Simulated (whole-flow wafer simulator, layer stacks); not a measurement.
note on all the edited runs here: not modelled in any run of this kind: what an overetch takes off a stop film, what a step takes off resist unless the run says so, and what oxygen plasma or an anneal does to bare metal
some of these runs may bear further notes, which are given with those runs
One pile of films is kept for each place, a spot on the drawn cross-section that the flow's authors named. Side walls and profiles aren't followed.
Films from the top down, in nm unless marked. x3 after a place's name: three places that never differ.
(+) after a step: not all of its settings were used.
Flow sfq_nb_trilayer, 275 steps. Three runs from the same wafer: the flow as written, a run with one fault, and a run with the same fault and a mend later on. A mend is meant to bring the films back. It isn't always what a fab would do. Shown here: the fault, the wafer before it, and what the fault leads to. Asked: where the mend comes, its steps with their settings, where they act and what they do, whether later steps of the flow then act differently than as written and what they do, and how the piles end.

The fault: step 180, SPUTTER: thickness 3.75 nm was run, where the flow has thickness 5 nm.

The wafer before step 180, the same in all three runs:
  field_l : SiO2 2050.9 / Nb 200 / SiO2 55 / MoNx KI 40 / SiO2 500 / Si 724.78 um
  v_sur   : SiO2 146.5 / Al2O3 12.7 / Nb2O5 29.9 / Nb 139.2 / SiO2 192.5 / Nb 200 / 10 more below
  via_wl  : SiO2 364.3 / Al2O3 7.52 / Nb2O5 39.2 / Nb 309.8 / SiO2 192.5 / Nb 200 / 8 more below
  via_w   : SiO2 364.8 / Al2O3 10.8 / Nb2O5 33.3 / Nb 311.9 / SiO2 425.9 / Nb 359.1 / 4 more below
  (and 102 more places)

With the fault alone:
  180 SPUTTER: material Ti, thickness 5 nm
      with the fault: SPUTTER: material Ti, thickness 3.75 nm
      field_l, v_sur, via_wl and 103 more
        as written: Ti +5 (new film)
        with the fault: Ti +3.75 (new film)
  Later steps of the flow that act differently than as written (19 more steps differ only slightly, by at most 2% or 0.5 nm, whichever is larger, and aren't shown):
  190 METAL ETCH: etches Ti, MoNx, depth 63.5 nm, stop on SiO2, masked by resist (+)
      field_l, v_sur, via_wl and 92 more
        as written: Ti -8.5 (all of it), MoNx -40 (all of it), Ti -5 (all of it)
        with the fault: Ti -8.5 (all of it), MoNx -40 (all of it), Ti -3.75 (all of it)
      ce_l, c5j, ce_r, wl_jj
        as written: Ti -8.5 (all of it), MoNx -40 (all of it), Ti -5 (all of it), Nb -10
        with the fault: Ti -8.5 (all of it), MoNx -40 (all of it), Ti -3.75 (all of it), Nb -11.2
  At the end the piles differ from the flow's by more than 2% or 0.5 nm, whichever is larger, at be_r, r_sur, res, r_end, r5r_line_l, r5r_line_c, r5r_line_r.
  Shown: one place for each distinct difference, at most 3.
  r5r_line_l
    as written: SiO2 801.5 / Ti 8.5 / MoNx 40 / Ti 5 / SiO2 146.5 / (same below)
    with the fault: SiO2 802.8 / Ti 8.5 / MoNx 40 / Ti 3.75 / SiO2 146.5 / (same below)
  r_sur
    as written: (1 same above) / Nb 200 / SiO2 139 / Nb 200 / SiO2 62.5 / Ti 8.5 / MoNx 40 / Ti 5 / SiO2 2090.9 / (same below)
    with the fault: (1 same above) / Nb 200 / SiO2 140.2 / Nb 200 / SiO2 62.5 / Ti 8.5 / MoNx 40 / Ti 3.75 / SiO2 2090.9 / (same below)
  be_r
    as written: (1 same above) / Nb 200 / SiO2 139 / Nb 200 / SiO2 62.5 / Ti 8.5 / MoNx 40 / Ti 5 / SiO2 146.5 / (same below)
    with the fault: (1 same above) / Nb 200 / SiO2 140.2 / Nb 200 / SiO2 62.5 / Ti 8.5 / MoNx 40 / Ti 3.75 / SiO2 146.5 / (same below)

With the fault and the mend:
  The mend comes after step 180.
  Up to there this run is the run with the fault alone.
  180a SPUTTER: material Ti, thickness 1.25 nm (the flow's step 180 once more, with other settings)
      field_l, v_sur, via_wl and 103 more
        Ti +1.25
  No later step of the flow acts differently than as written at any place that is followed.
  At the end the piles are the same as the flow's at every place that both follow.
